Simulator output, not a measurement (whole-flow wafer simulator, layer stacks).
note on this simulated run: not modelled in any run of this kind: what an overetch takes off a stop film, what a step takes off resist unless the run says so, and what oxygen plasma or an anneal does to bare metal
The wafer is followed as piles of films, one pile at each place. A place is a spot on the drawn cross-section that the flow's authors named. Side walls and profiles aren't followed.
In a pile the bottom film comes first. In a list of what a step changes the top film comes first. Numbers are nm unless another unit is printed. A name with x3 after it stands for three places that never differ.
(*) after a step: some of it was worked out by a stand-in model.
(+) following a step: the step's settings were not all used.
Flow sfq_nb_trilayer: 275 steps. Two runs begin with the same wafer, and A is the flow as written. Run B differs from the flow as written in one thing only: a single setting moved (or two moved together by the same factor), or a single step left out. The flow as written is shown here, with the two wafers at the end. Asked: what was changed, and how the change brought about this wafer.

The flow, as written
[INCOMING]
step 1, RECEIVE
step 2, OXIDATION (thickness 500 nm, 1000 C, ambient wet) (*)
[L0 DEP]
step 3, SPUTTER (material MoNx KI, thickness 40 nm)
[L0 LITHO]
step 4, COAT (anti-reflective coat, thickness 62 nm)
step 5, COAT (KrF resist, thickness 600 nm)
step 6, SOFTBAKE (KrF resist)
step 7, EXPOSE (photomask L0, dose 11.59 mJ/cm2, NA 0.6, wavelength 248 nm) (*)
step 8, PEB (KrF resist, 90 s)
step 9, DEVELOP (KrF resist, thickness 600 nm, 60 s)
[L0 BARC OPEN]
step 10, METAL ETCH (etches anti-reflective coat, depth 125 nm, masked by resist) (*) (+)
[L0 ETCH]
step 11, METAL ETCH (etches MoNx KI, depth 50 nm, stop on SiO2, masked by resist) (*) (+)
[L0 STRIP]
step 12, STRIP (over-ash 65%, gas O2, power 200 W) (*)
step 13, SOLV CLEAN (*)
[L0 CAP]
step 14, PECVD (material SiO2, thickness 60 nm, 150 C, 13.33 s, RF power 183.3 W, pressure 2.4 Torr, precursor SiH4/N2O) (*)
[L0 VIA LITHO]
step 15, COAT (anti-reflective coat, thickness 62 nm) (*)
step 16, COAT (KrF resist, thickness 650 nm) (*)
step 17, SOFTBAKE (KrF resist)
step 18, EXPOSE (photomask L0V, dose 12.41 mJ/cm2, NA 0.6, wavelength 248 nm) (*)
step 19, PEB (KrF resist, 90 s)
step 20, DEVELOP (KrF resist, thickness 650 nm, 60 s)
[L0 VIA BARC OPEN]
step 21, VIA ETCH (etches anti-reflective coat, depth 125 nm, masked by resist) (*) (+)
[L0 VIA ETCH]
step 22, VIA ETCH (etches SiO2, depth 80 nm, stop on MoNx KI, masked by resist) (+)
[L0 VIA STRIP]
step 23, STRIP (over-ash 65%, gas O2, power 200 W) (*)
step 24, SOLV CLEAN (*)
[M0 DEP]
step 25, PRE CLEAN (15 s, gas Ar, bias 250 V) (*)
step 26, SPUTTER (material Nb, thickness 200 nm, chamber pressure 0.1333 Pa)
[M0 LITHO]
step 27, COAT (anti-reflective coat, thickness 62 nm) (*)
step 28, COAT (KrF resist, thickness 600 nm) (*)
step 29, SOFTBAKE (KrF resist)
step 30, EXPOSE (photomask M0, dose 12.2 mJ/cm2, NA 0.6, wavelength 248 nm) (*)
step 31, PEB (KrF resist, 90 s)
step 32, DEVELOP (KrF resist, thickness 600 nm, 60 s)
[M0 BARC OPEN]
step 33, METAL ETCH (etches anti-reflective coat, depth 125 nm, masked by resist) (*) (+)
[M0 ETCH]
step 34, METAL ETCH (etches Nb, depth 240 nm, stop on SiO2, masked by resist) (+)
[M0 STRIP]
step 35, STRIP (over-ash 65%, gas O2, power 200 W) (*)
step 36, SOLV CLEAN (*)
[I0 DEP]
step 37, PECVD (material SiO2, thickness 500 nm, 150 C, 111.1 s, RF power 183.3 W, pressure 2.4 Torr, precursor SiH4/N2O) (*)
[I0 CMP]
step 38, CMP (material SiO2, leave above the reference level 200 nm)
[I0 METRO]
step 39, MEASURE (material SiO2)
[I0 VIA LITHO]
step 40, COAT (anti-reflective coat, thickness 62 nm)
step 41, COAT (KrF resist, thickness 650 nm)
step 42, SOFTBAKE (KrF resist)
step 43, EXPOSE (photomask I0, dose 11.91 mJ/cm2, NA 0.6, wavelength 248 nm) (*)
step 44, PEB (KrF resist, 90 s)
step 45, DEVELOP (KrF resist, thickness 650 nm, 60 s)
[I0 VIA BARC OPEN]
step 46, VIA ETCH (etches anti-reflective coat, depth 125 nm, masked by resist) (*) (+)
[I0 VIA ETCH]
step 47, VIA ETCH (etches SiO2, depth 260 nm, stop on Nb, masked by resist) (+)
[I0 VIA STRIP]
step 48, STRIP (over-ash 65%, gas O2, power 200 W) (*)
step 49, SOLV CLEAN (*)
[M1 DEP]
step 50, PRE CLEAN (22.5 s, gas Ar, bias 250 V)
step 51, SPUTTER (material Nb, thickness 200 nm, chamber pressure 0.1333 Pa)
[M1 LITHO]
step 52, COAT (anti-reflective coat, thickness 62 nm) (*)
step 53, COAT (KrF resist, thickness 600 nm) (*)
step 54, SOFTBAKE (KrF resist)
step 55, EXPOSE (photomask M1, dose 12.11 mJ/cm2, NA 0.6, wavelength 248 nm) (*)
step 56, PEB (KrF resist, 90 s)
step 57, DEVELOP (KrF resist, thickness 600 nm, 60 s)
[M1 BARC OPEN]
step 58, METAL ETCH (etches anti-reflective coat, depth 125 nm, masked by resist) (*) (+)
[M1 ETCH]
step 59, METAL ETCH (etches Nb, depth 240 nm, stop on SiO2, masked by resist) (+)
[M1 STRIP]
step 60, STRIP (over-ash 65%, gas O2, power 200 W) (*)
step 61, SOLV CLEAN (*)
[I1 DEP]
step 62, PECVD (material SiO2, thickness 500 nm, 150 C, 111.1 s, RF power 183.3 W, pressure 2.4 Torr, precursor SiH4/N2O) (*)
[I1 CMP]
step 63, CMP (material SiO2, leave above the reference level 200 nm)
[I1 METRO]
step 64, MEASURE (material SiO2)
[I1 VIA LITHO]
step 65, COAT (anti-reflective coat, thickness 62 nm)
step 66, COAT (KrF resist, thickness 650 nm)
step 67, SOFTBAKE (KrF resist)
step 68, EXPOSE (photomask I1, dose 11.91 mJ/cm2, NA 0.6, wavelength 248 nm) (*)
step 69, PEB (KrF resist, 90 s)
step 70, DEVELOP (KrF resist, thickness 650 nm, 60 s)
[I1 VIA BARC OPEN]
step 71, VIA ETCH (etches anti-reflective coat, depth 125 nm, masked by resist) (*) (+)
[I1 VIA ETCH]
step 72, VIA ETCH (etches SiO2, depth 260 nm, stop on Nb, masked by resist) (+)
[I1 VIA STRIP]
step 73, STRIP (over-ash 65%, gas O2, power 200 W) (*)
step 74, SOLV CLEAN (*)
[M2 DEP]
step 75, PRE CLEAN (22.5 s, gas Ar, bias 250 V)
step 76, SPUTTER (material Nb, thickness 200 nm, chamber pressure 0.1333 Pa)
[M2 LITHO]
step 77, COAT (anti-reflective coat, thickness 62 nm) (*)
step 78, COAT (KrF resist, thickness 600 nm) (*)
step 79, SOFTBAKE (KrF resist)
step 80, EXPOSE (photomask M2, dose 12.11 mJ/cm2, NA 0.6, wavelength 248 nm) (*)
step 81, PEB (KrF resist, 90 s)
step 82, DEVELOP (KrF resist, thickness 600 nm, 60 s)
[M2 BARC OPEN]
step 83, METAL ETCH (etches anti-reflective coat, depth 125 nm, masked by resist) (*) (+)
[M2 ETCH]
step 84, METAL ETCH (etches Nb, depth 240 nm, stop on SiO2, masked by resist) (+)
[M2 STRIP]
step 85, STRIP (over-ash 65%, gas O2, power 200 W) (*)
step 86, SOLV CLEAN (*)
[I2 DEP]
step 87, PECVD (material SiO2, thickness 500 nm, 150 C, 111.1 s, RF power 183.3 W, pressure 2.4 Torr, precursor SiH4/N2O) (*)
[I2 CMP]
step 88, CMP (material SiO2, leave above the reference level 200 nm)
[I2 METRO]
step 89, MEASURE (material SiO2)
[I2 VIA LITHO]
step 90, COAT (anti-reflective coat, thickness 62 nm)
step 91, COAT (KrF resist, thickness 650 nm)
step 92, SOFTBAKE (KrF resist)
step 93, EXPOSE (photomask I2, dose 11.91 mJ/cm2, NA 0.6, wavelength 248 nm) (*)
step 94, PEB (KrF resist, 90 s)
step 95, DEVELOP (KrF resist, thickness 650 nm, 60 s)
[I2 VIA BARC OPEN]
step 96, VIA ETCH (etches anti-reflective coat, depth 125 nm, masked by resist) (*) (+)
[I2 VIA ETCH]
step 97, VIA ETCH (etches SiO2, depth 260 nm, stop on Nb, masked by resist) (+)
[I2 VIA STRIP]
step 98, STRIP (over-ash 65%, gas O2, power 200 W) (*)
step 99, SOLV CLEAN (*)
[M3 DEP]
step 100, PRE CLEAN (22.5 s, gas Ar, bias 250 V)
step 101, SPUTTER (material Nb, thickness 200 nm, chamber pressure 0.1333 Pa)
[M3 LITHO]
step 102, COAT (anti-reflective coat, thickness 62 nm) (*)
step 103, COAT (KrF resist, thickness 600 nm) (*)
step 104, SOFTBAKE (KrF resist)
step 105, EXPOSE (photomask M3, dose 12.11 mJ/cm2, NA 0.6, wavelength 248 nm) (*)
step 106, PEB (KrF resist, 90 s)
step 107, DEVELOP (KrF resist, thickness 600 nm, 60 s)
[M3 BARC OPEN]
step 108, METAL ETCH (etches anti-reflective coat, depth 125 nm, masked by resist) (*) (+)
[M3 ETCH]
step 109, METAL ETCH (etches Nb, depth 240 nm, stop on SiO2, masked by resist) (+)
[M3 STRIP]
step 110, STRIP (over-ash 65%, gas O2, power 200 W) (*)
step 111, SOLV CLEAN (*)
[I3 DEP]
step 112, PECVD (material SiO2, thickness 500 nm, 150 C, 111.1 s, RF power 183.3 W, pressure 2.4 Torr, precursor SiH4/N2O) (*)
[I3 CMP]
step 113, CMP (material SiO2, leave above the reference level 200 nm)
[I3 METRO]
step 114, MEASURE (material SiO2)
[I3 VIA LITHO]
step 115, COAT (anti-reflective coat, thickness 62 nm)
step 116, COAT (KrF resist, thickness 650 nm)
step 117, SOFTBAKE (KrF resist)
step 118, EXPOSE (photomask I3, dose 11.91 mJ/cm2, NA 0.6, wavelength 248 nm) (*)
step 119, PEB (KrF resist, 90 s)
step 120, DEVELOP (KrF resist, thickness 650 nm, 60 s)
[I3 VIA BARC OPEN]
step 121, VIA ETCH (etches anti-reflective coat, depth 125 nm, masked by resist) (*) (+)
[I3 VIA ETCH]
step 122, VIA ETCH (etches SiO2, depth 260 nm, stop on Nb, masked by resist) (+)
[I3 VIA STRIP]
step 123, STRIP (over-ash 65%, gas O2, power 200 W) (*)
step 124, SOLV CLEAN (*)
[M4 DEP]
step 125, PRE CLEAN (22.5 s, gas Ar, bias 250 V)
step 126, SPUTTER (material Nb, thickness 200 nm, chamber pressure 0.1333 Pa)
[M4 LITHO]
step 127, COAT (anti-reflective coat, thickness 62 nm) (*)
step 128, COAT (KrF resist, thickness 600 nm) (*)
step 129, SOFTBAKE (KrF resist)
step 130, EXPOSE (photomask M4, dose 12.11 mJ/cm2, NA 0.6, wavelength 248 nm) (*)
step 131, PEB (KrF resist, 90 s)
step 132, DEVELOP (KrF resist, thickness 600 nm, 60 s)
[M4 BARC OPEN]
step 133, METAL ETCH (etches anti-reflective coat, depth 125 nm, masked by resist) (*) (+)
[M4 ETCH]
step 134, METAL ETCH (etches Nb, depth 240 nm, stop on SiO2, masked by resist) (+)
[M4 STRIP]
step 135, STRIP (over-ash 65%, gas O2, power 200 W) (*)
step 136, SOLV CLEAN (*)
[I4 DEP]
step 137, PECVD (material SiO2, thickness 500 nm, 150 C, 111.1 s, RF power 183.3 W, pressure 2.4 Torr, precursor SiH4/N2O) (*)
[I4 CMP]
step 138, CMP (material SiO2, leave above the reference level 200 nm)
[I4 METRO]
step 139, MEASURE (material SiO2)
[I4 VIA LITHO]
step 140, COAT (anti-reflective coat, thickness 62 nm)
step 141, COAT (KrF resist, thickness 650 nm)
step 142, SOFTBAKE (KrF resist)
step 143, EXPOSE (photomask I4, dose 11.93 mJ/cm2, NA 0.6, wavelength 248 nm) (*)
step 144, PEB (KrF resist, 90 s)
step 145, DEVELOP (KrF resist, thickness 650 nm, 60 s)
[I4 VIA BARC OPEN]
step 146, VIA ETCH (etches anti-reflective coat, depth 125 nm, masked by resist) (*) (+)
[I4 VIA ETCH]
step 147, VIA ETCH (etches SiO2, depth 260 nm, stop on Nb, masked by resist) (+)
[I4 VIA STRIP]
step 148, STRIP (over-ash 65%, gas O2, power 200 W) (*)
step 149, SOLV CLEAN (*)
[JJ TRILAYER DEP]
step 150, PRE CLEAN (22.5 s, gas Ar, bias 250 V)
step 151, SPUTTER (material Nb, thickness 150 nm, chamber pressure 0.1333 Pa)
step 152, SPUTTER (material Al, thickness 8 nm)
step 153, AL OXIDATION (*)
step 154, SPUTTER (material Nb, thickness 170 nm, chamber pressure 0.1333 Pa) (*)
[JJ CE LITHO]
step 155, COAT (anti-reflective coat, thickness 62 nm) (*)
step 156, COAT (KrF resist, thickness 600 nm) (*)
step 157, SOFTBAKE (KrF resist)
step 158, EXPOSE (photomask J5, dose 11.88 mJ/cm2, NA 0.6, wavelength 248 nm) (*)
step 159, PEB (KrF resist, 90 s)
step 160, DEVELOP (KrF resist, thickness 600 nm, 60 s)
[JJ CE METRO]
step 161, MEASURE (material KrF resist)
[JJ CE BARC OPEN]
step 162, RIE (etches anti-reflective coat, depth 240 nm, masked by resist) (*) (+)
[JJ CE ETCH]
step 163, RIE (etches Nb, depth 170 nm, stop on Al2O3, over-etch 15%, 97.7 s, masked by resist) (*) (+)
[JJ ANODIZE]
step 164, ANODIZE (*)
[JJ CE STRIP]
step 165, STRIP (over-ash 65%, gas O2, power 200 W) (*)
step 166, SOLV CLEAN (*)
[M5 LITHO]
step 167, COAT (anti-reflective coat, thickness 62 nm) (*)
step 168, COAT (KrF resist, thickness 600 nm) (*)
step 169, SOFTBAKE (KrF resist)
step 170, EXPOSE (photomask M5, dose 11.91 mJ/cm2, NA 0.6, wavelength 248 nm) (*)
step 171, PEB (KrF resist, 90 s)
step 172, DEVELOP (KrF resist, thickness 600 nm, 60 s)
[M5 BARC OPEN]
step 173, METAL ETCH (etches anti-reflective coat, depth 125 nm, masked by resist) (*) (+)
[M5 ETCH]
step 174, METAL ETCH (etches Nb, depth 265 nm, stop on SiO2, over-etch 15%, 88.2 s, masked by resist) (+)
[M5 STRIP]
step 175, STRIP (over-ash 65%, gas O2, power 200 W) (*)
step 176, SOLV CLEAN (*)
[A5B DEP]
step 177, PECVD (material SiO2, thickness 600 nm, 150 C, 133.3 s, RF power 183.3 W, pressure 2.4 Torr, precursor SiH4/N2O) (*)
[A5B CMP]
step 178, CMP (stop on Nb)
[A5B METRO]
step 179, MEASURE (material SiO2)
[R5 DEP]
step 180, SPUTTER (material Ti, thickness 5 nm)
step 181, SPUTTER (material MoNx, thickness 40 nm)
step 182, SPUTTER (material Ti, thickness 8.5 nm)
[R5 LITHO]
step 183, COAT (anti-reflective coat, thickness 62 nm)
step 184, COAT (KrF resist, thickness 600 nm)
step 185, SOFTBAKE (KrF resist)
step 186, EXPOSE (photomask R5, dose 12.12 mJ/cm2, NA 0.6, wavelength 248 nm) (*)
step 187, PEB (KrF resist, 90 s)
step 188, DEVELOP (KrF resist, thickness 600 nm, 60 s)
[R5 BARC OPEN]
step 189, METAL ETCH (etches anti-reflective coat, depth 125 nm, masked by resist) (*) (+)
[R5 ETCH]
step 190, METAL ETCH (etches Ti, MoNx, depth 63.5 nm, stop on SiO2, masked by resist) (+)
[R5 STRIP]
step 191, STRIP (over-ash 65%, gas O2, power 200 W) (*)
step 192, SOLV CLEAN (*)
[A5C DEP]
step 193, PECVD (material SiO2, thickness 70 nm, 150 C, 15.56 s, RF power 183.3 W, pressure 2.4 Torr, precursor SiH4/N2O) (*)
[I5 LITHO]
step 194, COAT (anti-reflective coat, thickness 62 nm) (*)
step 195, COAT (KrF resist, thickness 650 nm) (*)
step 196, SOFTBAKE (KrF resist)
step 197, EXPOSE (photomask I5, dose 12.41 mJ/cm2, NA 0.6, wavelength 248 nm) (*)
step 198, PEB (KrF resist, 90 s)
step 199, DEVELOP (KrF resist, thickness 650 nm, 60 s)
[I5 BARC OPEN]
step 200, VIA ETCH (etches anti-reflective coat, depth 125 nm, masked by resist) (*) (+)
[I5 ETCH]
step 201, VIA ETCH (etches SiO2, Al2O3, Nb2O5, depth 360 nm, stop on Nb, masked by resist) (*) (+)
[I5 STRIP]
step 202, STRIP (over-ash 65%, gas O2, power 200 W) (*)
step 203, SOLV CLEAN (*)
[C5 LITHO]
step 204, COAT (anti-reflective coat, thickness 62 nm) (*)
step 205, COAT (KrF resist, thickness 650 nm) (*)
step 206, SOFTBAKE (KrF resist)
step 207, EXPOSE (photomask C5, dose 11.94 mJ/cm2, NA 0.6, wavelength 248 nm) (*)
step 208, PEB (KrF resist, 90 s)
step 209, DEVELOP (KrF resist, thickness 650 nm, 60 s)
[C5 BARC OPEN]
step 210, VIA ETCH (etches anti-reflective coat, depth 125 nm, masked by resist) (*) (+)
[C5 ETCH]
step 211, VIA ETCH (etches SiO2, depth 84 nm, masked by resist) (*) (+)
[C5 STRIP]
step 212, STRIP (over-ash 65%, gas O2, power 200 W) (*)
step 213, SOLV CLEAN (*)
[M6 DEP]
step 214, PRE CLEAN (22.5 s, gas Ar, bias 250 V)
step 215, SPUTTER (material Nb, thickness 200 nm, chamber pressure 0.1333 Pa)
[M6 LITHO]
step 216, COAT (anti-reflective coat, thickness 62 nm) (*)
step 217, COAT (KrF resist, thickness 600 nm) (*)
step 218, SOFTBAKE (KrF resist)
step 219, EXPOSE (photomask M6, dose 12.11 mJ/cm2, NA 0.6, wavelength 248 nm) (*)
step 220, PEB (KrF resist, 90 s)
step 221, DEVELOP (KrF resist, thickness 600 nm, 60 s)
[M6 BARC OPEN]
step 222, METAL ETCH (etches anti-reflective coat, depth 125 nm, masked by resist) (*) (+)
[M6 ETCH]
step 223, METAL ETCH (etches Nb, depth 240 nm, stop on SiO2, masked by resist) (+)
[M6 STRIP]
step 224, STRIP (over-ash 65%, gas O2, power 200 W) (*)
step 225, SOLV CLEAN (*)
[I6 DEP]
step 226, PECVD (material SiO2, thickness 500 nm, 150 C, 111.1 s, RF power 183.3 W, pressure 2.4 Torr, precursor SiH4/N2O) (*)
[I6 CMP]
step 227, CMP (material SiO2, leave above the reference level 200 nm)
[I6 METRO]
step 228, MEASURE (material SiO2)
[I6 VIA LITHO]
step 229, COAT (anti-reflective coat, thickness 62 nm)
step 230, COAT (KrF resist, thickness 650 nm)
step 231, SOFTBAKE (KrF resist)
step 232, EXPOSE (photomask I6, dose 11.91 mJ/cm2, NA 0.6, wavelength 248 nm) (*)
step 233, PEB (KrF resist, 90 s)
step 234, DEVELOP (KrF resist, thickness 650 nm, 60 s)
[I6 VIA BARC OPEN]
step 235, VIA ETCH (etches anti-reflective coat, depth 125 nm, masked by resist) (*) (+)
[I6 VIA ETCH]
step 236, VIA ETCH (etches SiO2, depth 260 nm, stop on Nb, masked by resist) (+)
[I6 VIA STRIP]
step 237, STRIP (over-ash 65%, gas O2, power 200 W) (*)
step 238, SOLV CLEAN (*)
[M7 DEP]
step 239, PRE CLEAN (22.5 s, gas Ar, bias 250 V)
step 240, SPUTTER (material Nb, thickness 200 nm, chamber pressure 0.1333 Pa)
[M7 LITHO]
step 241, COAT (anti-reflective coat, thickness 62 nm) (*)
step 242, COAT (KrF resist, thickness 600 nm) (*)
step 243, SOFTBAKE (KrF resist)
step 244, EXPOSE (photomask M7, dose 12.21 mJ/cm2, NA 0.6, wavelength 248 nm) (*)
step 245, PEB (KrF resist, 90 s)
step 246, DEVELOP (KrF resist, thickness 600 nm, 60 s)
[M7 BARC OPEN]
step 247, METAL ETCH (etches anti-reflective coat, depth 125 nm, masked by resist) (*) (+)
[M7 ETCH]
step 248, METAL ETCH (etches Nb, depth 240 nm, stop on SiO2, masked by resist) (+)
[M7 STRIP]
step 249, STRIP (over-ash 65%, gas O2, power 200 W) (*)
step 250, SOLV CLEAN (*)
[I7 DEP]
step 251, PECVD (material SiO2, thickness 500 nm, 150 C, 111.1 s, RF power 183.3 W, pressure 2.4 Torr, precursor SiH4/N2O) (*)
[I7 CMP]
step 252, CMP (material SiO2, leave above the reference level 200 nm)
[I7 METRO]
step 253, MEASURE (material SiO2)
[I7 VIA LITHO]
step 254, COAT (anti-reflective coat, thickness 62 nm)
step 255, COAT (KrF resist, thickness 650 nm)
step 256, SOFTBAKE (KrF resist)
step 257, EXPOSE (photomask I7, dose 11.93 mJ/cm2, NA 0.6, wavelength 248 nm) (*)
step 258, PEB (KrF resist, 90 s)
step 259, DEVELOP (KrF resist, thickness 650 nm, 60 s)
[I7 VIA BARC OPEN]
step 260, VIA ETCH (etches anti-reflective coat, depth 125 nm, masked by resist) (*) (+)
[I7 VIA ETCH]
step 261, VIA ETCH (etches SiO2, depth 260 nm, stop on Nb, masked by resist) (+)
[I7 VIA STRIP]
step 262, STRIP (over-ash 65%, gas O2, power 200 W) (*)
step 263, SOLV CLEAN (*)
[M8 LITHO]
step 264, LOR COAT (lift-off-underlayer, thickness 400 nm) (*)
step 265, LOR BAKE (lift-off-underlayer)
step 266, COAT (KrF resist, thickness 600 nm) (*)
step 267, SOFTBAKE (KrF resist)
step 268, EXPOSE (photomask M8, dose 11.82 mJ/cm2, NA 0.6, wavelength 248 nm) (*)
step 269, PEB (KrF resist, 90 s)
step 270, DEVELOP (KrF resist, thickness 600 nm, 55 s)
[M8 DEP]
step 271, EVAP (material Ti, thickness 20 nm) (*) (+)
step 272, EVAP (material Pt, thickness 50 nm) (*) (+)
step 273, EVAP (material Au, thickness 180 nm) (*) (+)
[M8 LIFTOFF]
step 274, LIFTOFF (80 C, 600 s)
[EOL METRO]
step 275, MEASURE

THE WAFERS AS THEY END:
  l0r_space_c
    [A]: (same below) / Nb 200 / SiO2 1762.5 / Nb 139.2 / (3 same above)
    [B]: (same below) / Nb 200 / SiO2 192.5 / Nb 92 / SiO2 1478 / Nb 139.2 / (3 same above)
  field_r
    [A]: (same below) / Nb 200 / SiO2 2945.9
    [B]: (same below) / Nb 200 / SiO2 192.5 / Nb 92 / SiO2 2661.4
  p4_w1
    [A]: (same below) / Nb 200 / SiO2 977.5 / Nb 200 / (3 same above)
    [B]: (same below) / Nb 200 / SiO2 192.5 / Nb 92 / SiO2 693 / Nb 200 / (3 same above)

What caused this: step 59, METAL ETCH: depth 108 nm was run, whereas the flow has depth 240 nm.

Step by step, how the change led to this:
  step 59, METAL ETCH (etches Nb, depth 240 nm, stop on SiO2, masked by resist) (+)
      field_l, be, be_sur and 79 more: A Nb loses 200 (all of it) | B Nb loses 108
      v_sur, via_wl, via_w and 21 more: A KrF resist loses 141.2 | B KrF resist loses 63.5
  step 60, STRIP (over-ash 65%, gas O2, power 200 W) (*)
      wl_j_sl, wl_jj, wl_j_sr and 13 more: A KrF resist loses 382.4 (all of it), anti-reflective coat loses 62 (all of it) | B KrF resist loses 460 (all of it), anti-reflective coat loses 62 (all of it)
      v_sur: A KrF resist loses 365.9 (all of it), anti-reflective coat loses 61.1 (all of it) | B KrF resist loses 443.5 (all of it), anti-reflective coat loses 61.1 (all of it)
      (and at 7 other places as well)
  step 62, PECVD (material SiO2, thickness 500 nm, 150 C, 111.1 s, RF power 183.3 W, pressure 2.4 Torr, precursor SiH4/N2O) (*)
      field_l, be, be_sur and 72 more: A SiO2 gains 500 | B SiO2 gains 500 (new film)
      lsp_m, ln_m6, lsp_r, l0_sur, l0v: A SiO2 gains 494.9 | B SiO2 gains 500 (new film)
      (and at 2 other places as well)
  step 63, CMP (material SiO2, leave above the reference level 200 nm)
      field_l, be, be_sur and 72 more: A SiO2 loses 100 | B SiO2 loses 192
      lsp_m, ln_m6, lsp_r, l0_sur, l0v: A SiO2 loses 94.9 | B SiO2 loses 192
      (and at 2 other places as well)
With metal films that touch counted as one body, l0r_space_c has 3 bodies (between them, from the top down: SiO2 1478; SiO2 192.5); the flow as written gives 2 bodies (between them, from the top down: SiO2 1762.5).
With metal films that touch counted as one body, field_r has 2 bodies (between them, from the top down: SiO2 192.5); the flow as written gives 1 body.
With metal films that touch counted as one body, p4_w1 has 4 bodies (between them, from the top down: SiO2 192.5; SiO2 693; SiO2 192.5); the flow as written gives 3 bodies (between them, from the top down: SiO2 192.5; SiO2 977.5).
